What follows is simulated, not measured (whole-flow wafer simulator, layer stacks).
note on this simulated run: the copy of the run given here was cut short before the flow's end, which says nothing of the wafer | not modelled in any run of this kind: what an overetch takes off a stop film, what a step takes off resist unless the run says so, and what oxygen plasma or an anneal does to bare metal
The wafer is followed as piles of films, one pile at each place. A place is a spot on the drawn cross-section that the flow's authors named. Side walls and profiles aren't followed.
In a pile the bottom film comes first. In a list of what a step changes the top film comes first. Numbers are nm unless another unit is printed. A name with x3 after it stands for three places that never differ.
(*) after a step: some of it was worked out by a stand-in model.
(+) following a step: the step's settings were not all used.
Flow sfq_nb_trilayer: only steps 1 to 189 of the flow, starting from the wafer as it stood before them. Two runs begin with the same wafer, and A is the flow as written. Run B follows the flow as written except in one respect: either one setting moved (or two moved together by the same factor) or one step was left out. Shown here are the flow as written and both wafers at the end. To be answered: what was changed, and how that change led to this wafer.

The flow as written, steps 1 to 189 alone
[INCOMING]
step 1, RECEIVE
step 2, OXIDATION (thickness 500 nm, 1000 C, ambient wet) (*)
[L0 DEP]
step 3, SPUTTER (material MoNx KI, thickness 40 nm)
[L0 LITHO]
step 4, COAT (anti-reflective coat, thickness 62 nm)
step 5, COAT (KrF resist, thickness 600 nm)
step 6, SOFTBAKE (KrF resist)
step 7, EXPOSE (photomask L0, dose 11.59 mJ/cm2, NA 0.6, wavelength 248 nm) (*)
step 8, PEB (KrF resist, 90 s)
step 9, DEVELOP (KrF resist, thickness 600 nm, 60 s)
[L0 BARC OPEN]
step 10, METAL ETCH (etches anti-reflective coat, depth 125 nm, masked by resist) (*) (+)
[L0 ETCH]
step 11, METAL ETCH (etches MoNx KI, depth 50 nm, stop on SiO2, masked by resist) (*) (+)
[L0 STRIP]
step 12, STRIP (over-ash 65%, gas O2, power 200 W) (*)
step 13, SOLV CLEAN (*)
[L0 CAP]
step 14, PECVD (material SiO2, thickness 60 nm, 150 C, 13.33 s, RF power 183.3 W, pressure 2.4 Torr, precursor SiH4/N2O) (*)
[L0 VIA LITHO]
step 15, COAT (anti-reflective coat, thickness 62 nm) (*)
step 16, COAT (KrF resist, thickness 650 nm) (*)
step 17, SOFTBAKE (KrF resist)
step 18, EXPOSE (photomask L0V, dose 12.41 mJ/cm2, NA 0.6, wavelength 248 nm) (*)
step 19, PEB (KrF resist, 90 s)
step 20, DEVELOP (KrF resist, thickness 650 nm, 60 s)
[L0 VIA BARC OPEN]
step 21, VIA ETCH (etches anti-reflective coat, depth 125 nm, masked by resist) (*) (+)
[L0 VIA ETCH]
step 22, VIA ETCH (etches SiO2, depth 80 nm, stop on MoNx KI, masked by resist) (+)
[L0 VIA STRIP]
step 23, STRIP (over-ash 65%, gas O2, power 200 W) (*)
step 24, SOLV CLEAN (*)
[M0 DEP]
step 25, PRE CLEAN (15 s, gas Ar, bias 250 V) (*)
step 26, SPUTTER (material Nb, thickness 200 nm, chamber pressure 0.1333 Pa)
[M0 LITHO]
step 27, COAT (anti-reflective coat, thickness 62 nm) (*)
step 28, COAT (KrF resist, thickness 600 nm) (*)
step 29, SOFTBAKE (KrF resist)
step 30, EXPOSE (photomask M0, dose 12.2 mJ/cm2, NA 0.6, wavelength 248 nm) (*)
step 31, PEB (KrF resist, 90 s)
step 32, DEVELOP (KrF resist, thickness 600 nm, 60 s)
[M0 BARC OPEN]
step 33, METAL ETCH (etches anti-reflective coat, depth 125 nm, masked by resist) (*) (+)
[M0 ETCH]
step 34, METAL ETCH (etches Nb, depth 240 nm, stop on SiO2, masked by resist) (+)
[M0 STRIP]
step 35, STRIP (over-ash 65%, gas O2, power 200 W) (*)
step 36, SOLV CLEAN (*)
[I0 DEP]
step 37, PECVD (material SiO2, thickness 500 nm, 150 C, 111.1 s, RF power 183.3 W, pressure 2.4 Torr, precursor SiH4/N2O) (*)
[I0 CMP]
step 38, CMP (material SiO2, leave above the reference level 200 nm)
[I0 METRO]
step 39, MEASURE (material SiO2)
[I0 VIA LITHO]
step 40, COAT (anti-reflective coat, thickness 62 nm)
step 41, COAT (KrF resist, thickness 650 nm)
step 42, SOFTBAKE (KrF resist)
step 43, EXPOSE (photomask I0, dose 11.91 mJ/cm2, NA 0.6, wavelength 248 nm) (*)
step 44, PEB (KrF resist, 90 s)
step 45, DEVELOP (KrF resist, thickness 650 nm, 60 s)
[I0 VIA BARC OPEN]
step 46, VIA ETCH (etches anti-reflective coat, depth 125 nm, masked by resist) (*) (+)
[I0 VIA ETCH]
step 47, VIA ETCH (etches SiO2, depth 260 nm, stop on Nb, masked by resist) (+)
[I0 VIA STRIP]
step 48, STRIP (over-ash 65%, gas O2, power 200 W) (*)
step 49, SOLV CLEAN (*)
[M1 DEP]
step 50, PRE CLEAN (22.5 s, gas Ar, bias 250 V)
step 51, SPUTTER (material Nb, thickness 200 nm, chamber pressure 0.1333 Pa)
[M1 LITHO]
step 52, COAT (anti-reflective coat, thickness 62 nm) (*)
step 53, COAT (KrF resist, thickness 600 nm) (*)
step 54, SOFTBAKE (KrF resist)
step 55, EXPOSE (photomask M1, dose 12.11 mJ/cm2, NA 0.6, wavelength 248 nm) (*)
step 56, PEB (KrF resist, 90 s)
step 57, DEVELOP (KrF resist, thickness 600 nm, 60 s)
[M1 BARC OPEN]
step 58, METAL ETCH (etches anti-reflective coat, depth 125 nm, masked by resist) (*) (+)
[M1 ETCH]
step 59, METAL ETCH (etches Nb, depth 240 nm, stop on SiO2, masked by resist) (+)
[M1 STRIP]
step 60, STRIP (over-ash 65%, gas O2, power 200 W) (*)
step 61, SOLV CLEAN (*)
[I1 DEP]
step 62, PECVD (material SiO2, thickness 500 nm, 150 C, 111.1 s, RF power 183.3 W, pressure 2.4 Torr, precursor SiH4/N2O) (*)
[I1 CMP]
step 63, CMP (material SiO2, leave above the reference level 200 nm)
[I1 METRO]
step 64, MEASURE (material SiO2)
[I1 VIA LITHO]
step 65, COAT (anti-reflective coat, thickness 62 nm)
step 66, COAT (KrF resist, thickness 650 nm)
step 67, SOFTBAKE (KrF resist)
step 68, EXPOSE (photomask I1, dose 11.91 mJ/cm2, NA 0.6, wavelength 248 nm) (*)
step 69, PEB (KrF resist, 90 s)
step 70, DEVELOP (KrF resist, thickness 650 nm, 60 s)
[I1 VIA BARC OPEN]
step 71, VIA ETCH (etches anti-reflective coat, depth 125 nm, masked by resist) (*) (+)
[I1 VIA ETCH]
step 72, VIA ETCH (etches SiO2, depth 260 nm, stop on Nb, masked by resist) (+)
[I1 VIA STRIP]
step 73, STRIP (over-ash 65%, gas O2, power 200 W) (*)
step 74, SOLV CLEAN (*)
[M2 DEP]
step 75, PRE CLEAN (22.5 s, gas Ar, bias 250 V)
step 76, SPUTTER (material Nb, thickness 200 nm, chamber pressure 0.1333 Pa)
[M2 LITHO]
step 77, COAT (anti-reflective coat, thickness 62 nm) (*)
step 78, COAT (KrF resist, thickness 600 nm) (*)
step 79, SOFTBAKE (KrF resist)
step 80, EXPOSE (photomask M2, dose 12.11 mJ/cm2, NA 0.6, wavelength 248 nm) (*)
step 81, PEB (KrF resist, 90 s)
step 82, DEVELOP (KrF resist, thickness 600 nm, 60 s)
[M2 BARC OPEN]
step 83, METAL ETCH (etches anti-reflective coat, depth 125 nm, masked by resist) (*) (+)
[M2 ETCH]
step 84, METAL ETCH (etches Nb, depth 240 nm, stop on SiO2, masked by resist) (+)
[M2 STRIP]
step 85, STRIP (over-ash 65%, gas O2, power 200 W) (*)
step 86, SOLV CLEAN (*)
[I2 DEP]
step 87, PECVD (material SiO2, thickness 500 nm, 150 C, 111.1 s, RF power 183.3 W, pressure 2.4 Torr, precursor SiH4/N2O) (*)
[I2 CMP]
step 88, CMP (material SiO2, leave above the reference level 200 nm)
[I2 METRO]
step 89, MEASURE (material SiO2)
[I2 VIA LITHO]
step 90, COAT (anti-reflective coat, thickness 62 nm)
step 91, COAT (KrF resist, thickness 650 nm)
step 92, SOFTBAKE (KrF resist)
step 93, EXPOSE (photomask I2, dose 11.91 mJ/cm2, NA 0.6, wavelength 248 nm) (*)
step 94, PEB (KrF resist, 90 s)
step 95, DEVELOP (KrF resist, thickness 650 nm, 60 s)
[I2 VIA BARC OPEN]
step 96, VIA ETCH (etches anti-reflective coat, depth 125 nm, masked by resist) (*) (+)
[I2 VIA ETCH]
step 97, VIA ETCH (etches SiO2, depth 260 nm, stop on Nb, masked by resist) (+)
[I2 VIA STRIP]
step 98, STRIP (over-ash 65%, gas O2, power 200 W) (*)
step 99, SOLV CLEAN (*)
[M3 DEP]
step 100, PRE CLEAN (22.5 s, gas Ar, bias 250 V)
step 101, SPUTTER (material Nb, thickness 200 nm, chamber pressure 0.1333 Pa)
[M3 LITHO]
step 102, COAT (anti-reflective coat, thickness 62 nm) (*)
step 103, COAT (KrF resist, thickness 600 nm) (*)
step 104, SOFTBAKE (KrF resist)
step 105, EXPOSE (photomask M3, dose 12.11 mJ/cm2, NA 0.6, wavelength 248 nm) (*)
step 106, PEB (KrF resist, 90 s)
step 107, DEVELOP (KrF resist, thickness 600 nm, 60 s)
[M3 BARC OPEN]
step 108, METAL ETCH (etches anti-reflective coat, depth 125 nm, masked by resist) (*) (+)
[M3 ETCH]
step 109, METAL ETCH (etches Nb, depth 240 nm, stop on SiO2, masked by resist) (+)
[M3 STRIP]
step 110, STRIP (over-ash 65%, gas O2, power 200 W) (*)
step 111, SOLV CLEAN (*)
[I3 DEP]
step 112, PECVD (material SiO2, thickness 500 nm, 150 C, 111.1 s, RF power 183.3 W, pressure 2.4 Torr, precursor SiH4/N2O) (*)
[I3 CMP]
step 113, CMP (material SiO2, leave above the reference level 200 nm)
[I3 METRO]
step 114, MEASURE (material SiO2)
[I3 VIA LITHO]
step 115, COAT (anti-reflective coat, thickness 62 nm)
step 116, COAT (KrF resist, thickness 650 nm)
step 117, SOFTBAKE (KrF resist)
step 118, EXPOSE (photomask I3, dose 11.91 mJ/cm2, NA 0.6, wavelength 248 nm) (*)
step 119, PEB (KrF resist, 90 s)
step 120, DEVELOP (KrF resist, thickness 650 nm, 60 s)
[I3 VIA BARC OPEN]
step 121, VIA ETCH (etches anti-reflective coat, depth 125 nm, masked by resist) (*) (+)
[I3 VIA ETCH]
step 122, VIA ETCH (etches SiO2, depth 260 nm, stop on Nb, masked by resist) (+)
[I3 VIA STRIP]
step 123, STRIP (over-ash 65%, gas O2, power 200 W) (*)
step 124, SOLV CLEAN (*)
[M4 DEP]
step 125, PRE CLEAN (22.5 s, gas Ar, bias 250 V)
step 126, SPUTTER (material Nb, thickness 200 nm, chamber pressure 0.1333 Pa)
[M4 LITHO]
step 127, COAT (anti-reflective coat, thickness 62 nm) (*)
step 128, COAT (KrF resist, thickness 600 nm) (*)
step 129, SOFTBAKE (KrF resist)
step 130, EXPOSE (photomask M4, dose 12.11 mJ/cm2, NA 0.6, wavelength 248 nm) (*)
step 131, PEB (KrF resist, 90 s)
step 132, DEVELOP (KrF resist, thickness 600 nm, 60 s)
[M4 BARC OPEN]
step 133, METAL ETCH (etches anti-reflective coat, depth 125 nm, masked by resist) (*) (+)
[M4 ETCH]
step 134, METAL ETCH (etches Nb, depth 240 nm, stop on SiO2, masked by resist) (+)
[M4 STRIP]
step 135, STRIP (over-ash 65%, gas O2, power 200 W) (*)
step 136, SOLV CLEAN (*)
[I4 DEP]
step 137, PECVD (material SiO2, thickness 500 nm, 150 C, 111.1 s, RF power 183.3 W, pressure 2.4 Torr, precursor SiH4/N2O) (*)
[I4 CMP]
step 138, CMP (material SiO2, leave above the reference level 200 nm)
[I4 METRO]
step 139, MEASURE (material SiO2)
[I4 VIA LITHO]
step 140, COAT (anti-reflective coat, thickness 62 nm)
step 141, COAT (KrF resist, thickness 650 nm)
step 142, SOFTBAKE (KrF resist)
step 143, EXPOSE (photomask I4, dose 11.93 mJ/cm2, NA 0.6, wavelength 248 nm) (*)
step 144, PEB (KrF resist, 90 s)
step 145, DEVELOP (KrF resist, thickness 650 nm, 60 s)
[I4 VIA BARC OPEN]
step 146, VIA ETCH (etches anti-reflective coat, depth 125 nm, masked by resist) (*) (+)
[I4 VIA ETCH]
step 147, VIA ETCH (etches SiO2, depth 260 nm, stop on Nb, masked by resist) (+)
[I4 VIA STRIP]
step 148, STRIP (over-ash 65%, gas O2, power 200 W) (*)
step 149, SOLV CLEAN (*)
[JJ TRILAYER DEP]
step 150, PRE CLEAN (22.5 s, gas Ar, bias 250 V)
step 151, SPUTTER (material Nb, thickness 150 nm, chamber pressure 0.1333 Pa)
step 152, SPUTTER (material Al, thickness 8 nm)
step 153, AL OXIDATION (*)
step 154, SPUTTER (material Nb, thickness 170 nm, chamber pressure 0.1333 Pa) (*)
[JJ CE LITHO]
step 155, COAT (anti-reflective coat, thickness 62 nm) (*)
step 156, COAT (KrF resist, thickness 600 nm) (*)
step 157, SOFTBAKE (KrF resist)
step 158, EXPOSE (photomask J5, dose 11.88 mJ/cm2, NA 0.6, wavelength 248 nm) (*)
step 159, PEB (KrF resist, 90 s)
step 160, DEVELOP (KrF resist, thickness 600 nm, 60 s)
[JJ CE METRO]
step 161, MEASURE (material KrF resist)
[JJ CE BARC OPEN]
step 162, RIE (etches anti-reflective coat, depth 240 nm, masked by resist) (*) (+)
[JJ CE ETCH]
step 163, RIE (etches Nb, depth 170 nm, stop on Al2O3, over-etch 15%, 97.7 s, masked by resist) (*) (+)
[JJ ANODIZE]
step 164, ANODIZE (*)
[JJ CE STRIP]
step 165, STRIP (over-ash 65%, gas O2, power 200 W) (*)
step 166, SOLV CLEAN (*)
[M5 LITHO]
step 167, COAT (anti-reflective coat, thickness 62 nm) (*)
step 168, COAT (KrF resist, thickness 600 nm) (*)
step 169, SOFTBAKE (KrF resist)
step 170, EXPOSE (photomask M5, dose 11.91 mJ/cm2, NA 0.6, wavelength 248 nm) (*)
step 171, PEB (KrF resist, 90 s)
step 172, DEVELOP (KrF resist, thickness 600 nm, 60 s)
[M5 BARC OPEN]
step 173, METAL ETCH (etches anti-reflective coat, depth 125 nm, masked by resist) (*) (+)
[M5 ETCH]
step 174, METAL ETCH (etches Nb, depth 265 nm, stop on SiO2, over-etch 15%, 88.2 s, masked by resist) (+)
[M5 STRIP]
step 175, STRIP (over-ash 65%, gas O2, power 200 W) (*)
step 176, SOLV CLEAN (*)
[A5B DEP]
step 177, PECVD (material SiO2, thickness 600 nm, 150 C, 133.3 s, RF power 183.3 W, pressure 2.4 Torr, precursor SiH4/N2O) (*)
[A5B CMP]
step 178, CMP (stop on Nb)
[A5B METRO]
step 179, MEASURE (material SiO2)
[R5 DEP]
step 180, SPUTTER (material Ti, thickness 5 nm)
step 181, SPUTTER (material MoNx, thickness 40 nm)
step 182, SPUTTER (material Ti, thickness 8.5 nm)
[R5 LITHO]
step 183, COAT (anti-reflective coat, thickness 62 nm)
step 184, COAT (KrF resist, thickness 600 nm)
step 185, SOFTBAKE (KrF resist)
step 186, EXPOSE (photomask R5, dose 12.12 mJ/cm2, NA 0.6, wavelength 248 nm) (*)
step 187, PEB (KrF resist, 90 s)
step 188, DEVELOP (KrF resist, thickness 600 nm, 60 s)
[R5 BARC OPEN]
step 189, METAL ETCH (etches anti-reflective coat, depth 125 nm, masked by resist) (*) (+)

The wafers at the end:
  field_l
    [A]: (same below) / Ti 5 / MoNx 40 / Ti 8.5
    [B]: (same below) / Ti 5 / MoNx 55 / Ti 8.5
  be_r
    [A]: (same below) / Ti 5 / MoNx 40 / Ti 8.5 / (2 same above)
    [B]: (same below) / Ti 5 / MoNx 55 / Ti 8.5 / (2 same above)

The reason: step 181, SPUTTER: thickness 55 nm was run, whereas the flow has thickness 40 nm.
The wafer lets one read it off: field_l has MoNx 55, and step 181 as written asks for 40 nm.

How this came from the change, step by step:
  step 181, SPUTTER (material MoNx, thickness 40 nm)
      field_l, v_sur, via_wl and 103 more: A +40 MoNx (new film) | B +55 MoNx (new film)
